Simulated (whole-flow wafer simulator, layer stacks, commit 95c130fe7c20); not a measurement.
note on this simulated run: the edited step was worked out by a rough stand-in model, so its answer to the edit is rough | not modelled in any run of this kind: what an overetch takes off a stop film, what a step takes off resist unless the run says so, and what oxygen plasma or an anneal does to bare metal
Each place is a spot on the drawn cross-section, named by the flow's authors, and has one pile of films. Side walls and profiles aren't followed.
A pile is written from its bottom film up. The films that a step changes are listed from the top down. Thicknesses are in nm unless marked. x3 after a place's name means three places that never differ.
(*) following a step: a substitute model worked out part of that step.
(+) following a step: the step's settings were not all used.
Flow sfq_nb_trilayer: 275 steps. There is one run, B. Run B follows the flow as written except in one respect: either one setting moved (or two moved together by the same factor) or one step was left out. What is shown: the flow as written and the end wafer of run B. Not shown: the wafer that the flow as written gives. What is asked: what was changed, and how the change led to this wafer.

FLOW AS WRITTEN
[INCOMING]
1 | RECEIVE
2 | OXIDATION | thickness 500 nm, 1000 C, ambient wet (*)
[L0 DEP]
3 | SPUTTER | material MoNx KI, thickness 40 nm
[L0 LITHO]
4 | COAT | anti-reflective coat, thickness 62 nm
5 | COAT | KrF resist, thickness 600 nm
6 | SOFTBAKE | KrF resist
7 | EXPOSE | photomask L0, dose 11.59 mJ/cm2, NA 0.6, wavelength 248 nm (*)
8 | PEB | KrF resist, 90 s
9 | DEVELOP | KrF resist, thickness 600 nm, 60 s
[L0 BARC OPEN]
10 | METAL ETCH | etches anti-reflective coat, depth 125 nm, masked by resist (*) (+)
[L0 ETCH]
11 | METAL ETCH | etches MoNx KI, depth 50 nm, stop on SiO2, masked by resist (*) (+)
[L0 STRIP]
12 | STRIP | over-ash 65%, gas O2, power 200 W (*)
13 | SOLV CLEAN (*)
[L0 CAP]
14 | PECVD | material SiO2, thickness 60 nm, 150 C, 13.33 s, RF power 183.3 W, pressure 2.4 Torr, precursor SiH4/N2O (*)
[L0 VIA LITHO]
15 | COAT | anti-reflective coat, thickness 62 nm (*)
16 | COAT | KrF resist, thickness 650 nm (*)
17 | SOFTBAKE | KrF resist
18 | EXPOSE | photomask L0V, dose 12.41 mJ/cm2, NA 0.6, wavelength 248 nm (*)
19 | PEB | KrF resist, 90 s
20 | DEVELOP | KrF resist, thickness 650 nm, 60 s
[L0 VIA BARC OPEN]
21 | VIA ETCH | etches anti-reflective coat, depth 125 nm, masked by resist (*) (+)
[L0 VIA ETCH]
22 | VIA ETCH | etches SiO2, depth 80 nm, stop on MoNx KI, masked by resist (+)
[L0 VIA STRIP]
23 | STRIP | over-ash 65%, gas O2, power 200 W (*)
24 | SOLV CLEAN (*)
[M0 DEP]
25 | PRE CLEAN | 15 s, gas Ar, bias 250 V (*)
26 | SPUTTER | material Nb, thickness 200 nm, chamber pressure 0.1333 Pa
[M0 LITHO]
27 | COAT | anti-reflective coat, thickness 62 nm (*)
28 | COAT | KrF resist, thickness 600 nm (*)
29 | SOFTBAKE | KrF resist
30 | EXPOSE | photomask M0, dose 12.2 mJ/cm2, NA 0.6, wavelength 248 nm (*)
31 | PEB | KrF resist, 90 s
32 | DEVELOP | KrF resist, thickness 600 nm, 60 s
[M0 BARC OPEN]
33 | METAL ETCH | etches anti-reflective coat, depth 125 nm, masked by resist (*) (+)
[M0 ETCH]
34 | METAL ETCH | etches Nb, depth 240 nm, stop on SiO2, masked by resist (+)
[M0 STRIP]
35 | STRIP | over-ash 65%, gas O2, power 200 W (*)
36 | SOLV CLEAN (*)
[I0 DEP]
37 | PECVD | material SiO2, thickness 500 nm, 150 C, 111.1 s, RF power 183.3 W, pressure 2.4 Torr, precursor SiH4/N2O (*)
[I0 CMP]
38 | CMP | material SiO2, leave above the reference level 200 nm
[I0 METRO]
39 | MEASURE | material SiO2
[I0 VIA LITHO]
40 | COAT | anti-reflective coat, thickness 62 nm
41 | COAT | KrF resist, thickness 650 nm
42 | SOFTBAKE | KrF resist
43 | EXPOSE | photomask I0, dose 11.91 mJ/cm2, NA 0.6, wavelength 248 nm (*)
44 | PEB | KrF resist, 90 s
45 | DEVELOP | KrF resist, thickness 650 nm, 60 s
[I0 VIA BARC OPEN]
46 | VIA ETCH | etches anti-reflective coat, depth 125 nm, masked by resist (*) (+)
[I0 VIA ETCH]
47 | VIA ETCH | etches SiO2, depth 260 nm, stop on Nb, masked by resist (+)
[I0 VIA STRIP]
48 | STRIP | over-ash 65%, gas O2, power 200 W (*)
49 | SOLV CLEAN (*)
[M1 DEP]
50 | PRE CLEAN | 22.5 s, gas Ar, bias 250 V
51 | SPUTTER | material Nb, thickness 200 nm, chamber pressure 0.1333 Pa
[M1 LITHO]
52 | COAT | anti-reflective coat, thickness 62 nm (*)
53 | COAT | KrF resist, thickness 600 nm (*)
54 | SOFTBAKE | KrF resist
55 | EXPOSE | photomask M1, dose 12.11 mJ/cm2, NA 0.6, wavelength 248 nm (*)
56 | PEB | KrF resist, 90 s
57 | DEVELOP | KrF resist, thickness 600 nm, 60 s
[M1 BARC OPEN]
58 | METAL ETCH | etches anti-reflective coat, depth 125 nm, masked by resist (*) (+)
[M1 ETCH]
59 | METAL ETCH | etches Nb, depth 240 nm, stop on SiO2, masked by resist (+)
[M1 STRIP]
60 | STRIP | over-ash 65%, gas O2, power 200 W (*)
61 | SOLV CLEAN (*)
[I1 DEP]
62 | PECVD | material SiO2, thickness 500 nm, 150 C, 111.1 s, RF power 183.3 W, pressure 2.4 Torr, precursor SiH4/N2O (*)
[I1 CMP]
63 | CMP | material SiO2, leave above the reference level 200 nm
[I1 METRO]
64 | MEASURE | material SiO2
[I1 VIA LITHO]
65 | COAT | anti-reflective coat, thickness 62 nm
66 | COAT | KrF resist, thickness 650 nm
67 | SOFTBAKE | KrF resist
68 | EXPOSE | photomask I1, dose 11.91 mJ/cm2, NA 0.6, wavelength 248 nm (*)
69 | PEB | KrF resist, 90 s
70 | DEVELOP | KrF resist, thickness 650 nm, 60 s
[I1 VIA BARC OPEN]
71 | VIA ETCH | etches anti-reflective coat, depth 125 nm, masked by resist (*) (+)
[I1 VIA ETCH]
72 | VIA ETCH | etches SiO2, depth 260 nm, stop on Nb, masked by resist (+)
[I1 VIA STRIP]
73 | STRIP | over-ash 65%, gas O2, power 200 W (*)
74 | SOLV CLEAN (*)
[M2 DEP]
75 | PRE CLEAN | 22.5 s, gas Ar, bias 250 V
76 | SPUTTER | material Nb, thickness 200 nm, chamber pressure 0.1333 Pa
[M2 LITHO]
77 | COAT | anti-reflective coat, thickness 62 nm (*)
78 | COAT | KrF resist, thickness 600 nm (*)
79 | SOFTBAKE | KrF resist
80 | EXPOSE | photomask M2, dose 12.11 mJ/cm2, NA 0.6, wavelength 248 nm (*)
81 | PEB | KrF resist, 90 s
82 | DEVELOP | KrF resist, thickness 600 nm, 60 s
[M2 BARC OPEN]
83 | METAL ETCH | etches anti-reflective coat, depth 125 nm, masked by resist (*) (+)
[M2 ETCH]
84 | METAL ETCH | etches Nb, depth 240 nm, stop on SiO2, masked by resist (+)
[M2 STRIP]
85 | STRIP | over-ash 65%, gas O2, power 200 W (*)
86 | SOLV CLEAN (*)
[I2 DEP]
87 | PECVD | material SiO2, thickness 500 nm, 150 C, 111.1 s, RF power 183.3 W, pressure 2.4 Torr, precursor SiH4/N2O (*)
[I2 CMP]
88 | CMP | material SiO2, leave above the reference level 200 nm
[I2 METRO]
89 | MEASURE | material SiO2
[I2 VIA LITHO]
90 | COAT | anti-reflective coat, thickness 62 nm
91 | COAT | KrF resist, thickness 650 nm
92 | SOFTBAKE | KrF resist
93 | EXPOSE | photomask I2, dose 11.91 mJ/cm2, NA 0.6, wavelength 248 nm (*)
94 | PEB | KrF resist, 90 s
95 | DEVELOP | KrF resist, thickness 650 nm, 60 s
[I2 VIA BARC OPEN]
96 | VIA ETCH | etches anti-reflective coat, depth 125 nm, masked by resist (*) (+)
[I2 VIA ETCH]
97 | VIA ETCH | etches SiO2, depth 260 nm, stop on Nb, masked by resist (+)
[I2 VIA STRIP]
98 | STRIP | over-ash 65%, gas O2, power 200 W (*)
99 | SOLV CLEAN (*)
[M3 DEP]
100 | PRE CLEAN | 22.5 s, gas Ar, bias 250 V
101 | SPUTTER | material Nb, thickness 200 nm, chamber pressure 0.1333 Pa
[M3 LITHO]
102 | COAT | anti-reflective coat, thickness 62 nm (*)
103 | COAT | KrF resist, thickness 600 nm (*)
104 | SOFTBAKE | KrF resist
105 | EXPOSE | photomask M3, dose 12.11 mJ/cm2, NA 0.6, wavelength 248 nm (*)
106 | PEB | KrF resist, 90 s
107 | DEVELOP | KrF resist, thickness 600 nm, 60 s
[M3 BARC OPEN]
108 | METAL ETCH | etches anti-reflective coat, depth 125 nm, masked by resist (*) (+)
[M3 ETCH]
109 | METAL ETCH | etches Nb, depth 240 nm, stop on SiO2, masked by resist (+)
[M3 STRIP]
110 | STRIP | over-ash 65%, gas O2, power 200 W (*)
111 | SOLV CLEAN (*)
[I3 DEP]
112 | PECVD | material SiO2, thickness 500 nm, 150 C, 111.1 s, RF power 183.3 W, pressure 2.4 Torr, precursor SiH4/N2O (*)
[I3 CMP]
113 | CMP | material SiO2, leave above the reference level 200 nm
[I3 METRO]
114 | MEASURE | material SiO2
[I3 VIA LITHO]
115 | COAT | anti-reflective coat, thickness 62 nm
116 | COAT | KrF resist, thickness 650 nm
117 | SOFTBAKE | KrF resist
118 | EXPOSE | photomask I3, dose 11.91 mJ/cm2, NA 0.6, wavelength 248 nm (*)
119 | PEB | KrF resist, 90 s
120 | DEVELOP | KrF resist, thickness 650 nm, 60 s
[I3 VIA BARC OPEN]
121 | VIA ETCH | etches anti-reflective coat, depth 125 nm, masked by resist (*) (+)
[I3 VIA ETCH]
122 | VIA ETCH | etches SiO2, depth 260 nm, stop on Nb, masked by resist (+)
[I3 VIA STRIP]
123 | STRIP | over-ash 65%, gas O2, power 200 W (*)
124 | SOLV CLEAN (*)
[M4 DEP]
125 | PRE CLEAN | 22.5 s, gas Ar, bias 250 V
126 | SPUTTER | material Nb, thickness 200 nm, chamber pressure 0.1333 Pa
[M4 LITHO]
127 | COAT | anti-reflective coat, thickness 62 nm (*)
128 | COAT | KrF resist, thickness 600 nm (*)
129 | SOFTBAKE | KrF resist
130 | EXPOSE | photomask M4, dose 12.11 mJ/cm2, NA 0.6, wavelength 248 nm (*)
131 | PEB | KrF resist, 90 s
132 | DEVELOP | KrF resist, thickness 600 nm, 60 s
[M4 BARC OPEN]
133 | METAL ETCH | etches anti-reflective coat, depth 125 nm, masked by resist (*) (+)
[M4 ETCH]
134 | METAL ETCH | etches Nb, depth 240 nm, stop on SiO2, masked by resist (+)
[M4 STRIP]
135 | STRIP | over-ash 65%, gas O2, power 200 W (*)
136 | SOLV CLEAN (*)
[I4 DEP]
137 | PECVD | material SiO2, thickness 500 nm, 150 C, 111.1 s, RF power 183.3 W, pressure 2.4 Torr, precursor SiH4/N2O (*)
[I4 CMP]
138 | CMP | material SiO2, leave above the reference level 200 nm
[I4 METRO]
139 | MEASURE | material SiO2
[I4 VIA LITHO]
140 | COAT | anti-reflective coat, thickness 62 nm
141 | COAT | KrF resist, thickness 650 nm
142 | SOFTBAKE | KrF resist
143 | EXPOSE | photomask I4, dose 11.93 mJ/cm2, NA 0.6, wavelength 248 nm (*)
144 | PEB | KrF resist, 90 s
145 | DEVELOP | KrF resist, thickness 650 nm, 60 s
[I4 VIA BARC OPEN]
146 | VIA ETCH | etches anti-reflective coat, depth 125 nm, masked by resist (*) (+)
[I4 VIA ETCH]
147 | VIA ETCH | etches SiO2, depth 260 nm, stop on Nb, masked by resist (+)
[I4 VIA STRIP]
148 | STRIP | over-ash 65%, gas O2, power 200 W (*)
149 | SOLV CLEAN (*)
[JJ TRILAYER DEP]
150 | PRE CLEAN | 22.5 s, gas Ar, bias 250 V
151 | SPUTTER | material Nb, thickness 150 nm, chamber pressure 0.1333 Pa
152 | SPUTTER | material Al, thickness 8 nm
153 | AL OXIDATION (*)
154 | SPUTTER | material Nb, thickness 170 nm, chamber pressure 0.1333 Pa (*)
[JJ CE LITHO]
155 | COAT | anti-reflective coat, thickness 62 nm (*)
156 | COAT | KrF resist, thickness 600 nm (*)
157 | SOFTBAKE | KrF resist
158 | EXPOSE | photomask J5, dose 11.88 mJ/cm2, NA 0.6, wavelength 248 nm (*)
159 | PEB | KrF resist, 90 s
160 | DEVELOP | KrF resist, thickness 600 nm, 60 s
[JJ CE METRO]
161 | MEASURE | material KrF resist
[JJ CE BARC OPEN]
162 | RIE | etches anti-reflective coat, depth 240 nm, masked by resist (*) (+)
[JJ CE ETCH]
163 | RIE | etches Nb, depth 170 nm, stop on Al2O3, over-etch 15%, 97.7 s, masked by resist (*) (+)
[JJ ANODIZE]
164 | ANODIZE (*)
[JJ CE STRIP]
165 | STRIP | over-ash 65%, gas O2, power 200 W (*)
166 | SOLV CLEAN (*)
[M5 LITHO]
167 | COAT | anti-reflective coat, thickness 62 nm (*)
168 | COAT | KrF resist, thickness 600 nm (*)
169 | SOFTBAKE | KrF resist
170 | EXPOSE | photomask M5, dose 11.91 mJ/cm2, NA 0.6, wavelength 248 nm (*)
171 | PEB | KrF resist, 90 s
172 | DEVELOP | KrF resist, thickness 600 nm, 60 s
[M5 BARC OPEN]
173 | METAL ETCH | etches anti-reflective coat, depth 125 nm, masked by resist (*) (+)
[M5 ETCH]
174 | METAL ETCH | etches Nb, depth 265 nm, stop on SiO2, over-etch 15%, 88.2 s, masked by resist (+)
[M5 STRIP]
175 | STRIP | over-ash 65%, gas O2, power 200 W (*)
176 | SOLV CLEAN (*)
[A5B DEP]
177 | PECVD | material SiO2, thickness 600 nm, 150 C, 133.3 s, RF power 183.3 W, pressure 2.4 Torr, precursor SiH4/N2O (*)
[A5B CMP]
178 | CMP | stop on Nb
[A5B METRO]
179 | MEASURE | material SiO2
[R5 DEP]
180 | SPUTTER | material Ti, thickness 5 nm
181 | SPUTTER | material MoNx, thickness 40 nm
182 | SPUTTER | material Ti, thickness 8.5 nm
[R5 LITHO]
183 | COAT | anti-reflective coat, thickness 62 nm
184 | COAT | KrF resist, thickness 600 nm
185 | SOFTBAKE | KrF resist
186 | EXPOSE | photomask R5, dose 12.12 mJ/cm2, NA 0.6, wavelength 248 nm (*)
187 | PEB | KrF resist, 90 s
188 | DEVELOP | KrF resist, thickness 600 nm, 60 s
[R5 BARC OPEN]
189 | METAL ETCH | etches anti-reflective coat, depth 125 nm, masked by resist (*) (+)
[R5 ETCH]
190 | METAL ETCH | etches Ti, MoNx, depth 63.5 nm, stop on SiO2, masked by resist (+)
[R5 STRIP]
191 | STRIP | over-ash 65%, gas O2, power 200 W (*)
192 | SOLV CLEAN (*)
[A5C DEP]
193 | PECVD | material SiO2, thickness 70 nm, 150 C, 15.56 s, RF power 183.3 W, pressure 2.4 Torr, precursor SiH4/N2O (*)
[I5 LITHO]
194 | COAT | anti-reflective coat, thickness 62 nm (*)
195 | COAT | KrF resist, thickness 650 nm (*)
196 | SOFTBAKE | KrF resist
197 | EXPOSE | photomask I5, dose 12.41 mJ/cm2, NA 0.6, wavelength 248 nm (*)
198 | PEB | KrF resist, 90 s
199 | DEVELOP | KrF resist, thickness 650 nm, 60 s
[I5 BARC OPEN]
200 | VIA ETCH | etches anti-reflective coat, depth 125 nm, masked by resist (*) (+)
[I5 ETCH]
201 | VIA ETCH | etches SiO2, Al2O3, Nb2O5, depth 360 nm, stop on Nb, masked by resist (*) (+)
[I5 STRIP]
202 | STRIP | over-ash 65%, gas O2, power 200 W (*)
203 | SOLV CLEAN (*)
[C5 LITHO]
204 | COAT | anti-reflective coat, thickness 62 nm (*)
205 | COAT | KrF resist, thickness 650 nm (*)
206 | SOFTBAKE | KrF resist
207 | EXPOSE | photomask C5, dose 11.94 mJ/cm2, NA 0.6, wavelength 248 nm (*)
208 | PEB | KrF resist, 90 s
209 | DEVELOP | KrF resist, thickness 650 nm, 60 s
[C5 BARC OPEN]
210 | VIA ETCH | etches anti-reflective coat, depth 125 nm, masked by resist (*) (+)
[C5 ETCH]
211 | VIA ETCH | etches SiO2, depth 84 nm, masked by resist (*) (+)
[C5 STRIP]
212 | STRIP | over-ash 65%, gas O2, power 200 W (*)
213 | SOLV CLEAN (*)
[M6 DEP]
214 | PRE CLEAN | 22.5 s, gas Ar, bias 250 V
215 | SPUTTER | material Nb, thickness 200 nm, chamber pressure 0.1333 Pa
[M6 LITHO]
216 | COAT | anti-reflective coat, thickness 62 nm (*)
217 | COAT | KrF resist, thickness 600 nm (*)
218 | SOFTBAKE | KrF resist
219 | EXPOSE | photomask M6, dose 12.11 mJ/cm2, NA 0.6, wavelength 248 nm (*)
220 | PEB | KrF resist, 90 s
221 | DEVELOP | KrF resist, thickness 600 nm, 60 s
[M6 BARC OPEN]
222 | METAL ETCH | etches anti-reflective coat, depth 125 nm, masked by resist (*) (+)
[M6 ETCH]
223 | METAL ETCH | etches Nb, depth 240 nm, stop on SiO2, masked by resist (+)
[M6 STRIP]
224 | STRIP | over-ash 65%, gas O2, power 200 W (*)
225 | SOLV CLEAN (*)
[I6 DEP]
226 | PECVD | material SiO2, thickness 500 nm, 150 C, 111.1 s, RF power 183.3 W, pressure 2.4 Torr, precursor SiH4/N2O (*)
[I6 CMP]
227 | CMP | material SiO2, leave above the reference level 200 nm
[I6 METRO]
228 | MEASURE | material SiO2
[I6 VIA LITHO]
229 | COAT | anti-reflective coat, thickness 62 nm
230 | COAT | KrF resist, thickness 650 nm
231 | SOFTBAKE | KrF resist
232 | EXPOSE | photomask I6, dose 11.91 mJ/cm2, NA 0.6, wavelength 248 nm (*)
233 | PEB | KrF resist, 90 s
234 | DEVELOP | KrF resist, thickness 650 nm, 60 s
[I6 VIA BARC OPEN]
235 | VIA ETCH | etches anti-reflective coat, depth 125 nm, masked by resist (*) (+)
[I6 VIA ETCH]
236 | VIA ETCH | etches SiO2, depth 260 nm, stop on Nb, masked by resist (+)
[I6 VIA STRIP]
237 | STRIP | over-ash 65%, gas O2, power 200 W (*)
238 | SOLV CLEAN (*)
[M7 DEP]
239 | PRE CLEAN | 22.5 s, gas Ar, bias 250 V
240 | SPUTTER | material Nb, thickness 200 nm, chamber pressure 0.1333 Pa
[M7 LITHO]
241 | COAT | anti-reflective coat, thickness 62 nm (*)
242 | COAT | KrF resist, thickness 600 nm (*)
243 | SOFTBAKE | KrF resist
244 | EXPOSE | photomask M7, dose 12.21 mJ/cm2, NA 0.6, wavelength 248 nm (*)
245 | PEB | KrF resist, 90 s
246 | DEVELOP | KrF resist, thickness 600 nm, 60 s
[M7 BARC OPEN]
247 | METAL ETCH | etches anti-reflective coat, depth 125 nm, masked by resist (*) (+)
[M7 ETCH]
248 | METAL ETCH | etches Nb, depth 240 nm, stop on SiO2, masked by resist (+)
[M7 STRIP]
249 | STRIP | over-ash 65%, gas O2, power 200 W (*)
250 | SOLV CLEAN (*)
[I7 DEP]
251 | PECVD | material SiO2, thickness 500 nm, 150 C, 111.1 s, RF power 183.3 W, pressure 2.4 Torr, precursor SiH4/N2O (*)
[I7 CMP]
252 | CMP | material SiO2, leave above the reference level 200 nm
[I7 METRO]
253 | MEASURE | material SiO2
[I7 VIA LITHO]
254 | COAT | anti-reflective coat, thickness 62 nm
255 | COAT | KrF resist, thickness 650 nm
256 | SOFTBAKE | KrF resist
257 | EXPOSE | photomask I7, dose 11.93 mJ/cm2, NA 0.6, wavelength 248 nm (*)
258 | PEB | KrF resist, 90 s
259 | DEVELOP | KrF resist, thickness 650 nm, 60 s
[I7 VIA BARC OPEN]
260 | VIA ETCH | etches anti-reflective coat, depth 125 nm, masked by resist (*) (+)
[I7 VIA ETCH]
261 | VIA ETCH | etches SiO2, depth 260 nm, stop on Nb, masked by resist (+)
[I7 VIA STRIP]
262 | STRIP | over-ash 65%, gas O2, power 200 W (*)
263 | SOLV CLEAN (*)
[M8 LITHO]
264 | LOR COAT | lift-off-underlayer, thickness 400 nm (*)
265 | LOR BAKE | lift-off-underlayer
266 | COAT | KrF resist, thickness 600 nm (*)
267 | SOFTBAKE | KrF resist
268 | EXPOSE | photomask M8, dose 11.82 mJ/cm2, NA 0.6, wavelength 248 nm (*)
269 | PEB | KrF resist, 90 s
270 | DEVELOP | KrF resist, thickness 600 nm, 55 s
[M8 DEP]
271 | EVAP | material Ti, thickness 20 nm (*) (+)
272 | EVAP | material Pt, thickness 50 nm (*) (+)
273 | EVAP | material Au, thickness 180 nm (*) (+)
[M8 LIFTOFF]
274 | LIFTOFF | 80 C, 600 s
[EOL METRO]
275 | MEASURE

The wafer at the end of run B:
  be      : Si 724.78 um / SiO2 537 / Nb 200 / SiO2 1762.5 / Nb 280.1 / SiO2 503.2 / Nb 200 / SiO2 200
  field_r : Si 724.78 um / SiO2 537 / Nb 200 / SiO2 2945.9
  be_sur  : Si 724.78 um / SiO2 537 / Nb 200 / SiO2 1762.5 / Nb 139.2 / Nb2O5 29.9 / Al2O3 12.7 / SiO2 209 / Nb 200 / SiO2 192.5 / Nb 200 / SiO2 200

Cause: step 14, PECVD: thickness 42 nm was run, whereas the flow has thickness 60 nm; step 14, PECVD: 9.333 s was run, where the flow has 13.33 s.

The path from the change to this, step by step:
  14 | PECVD | material SiO2, thickness 60 nm, 150 C, 13.33 s, RF power 183.3 W, pressure 2.4 Torr, precursor SiH4/N2O (*)
      v_sur, via_wl, via_w and 97 more: SiO2 gains 42 (it would be, as written: SiO2 gains 60)
      field_l, l0_sur, l0v, l0r_line_l, l0r_line_c, l0r_line_r: SiO2 gains 42 (new film) (it would be, as written: SiO2 gains 60 (new film))
  22 | VIA ETCH | etches SiO2, depth 80 nm, stop on MoNx KI, masked by resist (+)
      field_l, v_sur, via_wl and 102 more: KrF resist loses 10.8 (it would be, as written: KrF resist loses 13.8)
      l0v: SiO2 loses 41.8 (all of it) (it would be, as written: SiO2 loses 59.8 (all of it))
  26 | SPUTTER | material Nb, thickness 200 nm, chamber pressure 0.1333 Pa
      l0v: Nb gains 200 (new film) (it would be, as written: Nb gains 195.7 (new film))
  27 | COAT | anti-reflective coat, thickness 62 nm (*)
      l0_sur: anti-reflective coat gains 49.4 (new film) (it would be, as written: anti-reflective coat gains 47.5 (new film))
      l0v: anti-reflective coat gains 72 (new film) (it would be, as written: anti-reflective coat gains 78 (new film))
  35 | STRIP | over-ash 65%, gas O2, power 200 W (*)
      l0_sur: KrF resist loses 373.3 (all of it), anti-reflective coat loses 49.4 (all of it) (it would be, as written: KrF resist loses 372 (all of it), anti-reflective coat loses 47.5 (all of it))
      l0v: KrF resist loses 393.4 (all of it), anti-reflective coat loses 72 (all of it) (it would be, as written: KrF resist loses 405.3 (all of it), anti-reflective coat loses 78 (all of it))
  38 | CMP | material SiO2, leave above the reference level 200 nm
      l0v: SiO2 loses 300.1 (it would be, as written: SiO2 loses 277.8)
